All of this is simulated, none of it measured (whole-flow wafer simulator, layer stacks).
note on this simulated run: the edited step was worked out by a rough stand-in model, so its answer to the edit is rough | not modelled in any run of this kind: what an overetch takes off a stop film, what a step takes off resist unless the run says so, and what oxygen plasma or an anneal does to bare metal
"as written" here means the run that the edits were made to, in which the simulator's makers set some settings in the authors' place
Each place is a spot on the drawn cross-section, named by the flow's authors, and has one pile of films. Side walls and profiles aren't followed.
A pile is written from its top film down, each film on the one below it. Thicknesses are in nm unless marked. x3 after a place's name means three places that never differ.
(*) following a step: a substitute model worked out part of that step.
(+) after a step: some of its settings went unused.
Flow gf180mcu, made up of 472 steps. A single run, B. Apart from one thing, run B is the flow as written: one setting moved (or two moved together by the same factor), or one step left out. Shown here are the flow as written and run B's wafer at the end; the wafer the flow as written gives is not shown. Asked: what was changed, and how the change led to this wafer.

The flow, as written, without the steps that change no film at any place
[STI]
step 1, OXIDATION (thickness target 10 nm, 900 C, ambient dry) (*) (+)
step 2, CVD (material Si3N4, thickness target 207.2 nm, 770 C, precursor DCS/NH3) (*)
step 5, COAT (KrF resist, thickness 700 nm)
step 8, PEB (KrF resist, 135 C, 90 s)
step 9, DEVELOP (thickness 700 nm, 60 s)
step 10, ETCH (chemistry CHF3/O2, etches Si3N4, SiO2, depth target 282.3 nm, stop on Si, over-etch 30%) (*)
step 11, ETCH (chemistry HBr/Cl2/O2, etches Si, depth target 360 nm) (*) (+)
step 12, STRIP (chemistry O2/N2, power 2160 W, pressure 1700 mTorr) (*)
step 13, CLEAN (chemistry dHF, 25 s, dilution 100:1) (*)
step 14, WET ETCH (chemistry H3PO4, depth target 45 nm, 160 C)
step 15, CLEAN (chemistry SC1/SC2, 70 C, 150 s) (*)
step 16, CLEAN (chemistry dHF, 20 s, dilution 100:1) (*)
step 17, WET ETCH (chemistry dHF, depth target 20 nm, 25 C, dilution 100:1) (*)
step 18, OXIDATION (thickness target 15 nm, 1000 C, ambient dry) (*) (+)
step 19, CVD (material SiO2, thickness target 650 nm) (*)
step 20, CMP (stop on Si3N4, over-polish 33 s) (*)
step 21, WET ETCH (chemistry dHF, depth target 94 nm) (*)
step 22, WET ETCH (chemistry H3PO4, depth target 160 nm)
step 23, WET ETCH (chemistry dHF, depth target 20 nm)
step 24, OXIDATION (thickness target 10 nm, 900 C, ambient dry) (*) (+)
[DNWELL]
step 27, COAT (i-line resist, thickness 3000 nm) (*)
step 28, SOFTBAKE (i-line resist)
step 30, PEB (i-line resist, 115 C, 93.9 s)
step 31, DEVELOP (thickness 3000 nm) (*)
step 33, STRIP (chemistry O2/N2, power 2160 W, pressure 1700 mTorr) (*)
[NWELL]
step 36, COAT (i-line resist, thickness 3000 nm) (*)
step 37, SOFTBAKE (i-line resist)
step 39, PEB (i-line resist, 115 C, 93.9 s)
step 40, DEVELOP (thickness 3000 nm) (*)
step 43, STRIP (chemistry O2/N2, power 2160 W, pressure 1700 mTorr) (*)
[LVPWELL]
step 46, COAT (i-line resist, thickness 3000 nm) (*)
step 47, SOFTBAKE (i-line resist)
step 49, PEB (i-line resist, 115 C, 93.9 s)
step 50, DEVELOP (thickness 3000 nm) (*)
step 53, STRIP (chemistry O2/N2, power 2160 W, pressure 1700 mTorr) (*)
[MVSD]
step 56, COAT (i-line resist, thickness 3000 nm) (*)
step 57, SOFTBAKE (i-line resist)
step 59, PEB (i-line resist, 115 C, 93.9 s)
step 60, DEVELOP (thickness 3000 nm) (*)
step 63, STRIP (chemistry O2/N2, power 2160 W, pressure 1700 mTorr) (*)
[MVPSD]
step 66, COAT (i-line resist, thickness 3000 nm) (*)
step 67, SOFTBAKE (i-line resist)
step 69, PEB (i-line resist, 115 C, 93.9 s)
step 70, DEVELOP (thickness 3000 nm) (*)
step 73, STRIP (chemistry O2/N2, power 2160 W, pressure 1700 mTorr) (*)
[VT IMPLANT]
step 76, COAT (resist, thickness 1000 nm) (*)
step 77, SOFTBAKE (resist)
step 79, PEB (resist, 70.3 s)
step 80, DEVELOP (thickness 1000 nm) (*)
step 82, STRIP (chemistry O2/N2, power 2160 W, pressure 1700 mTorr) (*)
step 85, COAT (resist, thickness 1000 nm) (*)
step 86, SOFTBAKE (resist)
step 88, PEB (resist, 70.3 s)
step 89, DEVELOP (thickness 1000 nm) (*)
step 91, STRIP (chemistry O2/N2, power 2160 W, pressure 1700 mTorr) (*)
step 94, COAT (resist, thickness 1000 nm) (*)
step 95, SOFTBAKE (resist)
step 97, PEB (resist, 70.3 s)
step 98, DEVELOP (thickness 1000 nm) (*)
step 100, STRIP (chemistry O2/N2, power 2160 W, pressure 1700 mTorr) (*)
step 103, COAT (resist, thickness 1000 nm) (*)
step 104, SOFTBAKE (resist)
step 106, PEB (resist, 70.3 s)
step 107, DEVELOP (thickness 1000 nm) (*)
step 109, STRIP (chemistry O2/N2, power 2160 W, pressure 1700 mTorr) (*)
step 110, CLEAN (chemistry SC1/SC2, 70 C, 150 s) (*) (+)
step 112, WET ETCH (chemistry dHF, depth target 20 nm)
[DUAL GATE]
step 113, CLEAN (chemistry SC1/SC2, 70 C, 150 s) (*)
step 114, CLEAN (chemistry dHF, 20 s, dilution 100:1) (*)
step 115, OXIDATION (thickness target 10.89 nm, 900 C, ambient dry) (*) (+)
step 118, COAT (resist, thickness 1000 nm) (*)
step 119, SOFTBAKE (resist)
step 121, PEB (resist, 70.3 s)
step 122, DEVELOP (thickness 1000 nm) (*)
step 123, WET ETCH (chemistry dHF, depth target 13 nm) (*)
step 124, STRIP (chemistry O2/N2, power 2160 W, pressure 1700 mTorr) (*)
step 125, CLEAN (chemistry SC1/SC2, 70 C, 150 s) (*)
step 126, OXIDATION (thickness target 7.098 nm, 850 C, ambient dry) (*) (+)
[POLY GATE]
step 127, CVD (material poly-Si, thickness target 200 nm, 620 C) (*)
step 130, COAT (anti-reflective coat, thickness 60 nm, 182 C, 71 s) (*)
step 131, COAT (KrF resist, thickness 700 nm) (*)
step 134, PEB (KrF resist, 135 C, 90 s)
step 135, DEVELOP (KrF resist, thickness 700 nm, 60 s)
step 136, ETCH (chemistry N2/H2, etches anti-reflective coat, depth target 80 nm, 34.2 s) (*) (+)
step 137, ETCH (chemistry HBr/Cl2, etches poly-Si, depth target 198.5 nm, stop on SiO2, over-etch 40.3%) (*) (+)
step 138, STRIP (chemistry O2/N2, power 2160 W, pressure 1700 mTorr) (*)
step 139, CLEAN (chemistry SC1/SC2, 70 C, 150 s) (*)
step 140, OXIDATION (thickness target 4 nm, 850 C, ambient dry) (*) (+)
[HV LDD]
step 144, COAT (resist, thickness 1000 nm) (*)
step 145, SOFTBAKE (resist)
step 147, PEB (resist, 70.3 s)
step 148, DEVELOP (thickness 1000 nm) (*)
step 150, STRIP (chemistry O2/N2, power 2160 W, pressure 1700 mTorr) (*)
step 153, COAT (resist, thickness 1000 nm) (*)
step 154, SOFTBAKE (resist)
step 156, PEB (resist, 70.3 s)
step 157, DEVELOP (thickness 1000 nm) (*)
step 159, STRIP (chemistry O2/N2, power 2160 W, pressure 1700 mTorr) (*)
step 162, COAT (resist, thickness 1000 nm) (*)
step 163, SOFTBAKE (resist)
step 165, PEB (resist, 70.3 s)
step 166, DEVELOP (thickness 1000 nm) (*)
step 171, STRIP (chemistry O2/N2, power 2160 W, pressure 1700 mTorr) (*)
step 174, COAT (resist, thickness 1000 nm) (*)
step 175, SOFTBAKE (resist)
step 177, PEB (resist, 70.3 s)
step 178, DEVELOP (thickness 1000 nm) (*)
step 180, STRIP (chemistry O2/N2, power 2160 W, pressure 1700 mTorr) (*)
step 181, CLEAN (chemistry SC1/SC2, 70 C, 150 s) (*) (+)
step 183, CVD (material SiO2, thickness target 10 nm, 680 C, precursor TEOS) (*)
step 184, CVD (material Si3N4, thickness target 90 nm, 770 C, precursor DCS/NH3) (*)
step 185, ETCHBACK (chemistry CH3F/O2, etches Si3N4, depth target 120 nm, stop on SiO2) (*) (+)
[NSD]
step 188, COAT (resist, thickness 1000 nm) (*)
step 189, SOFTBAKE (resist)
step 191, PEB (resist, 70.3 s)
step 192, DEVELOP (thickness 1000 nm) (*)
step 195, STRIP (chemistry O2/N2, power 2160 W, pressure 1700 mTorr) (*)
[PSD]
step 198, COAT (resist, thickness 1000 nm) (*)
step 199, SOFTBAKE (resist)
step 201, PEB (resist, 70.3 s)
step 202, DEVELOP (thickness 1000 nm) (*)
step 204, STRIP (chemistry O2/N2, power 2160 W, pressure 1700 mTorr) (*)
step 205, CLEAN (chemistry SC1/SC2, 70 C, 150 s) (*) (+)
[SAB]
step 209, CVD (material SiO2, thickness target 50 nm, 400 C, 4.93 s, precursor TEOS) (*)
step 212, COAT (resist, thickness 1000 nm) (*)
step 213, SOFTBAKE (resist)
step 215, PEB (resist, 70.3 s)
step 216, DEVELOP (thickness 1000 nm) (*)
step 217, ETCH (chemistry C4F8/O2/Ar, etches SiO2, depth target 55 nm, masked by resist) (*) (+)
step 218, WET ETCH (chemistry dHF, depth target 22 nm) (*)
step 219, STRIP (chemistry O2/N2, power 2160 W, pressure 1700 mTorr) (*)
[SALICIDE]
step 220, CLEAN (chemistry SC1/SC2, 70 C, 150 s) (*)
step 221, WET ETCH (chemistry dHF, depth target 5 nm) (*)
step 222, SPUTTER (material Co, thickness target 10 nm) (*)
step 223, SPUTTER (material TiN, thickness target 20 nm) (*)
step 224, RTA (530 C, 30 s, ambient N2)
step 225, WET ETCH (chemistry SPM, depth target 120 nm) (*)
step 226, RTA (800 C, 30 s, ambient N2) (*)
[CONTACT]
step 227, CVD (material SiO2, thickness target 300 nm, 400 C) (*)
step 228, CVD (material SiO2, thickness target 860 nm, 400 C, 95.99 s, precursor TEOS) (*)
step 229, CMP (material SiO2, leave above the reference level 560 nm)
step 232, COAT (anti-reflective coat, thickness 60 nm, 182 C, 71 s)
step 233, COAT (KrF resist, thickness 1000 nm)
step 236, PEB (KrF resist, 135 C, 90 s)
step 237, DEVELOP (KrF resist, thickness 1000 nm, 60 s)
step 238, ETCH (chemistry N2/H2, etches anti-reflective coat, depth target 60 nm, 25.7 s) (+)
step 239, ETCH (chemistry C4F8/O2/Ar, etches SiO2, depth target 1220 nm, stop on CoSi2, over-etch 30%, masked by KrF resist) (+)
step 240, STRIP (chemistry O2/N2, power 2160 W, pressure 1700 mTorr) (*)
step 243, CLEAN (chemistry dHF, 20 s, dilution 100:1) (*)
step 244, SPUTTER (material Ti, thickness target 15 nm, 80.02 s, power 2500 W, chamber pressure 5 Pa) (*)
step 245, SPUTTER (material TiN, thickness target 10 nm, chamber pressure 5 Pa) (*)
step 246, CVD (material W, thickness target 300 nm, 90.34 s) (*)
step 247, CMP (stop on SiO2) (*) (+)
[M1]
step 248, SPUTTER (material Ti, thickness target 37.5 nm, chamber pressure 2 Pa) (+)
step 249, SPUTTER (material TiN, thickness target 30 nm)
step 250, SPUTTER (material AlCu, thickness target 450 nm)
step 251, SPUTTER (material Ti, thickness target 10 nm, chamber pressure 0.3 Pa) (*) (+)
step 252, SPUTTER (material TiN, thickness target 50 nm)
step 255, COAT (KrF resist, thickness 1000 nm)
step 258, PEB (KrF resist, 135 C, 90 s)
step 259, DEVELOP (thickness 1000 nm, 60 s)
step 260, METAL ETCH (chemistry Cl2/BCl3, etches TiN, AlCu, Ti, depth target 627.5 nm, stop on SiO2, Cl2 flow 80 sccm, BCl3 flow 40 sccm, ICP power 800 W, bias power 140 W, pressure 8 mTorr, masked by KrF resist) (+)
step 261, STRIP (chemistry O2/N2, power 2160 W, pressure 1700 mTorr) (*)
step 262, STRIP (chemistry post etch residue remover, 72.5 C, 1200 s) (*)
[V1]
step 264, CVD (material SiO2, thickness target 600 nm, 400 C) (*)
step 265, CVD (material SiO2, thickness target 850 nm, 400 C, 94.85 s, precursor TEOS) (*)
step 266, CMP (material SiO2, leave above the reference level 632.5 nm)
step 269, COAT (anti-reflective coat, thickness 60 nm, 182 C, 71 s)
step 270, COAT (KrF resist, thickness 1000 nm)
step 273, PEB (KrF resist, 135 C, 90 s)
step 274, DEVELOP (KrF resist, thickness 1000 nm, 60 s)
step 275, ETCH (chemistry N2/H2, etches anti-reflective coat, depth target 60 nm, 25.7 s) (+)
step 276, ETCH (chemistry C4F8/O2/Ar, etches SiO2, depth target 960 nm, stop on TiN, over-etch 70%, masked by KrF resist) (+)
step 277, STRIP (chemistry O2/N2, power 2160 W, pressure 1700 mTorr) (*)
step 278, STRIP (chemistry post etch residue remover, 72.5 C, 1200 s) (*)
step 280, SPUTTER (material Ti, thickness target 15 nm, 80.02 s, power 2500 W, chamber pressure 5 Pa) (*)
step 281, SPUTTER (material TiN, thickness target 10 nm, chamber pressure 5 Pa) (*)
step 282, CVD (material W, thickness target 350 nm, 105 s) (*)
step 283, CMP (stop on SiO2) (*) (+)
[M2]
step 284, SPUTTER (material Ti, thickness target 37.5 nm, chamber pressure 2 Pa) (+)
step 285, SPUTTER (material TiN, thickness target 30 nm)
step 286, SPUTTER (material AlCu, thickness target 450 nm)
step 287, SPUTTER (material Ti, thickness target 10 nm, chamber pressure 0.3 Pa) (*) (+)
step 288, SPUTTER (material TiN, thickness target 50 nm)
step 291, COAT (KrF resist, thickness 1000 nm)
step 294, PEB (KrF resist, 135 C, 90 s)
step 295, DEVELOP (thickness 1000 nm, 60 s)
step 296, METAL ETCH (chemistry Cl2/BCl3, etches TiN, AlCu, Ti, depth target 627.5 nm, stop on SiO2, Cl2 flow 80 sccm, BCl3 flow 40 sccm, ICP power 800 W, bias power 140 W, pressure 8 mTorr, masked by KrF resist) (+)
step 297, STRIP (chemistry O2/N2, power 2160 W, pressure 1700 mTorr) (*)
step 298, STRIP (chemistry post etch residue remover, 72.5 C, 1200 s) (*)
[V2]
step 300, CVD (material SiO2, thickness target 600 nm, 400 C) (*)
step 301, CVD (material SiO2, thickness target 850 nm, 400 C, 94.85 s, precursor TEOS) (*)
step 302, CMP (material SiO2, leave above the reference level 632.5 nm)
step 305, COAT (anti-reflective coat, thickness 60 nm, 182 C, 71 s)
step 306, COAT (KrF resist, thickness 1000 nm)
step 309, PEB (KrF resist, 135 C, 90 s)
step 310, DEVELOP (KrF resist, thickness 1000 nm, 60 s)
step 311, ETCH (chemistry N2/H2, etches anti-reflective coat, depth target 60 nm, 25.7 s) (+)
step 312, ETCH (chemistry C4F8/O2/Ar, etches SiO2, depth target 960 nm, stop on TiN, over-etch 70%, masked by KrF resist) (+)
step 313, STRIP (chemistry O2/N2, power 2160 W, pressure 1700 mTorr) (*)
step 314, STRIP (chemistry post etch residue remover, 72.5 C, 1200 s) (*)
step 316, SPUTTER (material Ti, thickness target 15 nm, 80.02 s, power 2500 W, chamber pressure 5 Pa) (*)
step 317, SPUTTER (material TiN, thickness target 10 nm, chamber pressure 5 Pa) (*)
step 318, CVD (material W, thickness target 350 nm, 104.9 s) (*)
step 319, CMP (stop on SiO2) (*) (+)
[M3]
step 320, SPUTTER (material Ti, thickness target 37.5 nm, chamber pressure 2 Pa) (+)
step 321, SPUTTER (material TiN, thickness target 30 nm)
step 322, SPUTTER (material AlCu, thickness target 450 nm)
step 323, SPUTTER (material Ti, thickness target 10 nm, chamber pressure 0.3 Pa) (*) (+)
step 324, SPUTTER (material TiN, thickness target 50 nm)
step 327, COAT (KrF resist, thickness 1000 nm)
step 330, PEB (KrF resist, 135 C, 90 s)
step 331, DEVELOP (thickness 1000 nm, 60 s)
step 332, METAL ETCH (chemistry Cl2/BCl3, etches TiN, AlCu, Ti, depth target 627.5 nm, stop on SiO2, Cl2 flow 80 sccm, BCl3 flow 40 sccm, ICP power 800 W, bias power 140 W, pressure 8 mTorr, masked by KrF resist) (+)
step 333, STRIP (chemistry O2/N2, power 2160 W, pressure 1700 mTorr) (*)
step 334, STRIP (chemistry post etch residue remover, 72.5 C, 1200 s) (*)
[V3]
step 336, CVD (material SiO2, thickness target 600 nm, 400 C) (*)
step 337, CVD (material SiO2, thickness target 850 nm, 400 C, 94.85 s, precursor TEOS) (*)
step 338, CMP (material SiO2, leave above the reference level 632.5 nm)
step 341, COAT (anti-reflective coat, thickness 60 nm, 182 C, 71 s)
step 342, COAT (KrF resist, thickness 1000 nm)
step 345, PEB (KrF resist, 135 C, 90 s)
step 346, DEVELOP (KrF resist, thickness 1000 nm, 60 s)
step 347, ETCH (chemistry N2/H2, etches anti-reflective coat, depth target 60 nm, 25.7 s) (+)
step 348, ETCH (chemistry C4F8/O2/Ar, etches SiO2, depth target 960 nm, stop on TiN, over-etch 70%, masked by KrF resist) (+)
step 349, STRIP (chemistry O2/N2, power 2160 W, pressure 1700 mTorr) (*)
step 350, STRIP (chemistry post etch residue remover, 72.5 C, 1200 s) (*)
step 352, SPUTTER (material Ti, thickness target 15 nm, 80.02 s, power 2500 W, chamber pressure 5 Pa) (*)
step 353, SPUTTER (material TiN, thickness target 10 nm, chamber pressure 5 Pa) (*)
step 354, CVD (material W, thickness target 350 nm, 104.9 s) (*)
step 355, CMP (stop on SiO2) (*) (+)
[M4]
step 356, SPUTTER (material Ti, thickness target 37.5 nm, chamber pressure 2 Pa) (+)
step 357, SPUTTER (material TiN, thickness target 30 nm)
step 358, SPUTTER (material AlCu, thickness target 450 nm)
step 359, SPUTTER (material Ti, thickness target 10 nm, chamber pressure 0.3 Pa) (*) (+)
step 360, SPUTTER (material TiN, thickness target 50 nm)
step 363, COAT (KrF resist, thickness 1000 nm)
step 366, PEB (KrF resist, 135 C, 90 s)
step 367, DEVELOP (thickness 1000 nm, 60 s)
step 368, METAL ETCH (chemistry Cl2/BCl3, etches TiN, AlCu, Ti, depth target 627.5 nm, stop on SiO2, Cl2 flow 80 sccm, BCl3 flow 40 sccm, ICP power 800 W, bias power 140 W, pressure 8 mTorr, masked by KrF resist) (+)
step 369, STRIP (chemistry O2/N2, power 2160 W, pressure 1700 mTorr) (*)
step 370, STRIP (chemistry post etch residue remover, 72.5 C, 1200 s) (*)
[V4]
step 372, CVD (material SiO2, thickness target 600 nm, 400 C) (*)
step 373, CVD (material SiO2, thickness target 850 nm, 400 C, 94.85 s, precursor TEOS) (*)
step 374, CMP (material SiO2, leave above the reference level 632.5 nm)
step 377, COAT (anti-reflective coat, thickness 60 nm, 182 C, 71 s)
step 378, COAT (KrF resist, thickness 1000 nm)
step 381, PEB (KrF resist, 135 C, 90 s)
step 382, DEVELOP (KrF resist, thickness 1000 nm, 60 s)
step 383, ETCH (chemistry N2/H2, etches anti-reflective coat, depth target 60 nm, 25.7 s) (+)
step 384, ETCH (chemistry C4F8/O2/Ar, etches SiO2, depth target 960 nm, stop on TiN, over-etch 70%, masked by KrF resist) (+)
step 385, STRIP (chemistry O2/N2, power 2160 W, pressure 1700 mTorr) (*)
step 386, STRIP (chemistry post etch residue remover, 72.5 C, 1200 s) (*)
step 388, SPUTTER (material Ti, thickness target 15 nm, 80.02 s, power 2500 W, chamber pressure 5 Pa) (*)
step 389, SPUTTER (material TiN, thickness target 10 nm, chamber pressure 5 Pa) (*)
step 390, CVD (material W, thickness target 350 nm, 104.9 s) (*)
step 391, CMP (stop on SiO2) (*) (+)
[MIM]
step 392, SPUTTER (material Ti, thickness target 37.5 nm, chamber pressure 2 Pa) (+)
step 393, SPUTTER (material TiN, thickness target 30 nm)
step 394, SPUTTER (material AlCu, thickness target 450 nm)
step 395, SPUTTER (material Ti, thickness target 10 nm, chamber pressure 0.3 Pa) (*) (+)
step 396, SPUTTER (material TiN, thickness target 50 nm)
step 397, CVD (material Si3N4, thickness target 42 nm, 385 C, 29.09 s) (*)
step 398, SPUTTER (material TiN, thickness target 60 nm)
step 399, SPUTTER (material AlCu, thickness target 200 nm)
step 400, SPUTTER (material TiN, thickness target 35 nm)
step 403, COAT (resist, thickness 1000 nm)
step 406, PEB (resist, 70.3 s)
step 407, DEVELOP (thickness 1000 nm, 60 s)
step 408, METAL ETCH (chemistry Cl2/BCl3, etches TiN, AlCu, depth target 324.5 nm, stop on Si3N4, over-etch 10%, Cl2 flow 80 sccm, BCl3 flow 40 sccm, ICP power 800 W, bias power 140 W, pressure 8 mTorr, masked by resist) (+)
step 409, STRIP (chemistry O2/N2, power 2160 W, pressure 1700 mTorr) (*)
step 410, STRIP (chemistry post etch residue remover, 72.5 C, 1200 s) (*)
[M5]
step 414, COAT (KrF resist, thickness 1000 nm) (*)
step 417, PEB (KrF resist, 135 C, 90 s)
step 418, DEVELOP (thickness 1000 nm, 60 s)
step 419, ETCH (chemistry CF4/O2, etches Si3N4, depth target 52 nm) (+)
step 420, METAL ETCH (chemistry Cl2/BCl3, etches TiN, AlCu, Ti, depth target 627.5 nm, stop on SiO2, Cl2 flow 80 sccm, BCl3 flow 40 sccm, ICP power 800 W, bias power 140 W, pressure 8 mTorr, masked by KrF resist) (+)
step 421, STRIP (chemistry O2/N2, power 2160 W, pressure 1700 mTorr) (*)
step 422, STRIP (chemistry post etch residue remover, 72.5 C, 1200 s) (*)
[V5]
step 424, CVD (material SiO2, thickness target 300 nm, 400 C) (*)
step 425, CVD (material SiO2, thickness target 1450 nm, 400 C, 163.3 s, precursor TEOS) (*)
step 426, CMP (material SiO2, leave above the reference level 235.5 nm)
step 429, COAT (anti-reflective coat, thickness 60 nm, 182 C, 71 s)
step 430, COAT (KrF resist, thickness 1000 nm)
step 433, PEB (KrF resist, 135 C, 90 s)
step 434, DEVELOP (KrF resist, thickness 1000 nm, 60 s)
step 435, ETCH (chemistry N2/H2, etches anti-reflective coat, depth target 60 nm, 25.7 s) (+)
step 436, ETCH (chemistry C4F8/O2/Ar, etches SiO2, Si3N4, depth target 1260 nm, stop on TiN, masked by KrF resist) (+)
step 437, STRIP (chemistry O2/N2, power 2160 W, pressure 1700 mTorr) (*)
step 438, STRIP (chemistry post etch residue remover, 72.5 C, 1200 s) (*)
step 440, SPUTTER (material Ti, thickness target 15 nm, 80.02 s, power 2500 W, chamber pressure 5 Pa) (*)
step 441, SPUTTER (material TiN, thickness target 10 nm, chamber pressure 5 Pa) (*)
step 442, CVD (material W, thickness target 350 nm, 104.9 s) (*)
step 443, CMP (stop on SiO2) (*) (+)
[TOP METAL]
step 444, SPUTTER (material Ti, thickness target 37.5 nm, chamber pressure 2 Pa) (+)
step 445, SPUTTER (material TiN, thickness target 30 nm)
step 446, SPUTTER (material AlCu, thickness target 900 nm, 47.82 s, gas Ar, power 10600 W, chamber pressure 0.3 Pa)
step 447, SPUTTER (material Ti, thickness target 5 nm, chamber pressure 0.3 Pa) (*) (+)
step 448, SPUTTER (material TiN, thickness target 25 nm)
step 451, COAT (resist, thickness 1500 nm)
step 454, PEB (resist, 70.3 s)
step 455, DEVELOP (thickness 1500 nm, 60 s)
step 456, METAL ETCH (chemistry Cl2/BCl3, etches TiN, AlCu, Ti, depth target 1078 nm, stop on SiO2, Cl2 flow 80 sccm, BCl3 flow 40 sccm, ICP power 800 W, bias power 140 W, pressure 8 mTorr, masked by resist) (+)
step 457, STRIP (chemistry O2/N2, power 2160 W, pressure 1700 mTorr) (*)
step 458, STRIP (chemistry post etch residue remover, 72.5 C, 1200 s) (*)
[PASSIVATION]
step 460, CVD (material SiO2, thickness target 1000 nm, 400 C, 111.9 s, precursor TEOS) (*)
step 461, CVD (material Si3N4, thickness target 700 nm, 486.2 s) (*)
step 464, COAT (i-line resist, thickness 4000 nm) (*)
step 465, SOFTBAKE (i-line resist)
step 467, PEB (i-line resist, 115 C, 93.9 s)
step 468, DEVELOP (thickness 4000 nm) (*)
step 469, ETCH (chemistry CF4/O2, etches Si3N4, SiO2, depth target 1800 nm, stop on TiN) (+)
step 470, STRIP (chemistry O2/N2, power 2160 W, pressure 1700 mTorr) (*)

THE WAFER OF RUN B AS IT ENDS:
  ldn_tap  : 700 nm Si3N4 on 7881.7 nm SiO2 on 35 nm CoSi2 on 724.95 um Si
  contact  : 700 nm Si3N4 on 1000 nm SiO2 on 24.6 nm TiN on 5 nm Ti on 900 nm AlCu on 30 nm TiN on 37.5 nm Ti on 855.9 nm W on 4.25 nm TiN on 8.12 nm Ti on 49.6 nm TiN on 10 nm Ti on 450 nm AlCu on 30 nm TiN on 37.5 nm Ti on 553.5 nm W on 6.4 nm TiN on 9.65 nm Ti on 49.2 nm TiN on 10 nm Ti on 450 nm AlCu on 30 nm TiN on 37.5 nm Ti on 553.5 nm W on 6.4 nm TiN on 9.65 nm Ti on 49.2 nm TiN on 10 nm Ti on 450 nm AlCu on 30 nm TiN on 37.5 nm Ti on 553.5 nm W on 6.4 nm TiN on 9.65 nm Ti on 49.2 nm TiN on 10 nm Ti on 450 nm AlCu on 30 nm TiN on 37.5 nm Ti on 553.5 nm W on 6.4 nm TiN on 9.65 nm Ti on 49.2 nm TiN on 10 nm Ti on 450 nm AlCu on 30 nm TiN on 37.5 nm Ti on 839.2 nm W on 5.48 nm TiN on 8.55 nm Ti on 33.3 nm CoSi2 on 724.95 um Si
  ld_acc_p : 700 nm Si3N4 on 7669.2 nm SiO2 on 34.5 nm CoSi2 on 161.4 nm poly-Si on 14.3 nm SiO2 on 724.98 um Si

The reason: step 441, SPUTTER: thickness target 7.9 nm was run, while the flow as written has thickness target 10 nm.

How this came from the change, step by step:
  step 441, SPUTTER (material TiN, thickness target 10 nm, chamber pressure 5 Pa) (*)
      field, field__w1, field__w2 and 108 more: +7.9 TiN (new film) (as written it would have been: +10 TiN (new film))
      contact: +4.25 TiN (new film) (as written it would have been: +5.38 TiN (new film))
  step 443, CMP (stop on SiO2) (*) (+)
      field, field__w1, field__w2 and 108 more: -350 W (all of it), -7.9 TiN (all of it), -15 Ti (all of it), -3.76 SiO2 (as written it would have been: -350 W (all of it), -10 TiN (all of it), -15 Ti (all of it), -3.78 SiO2)
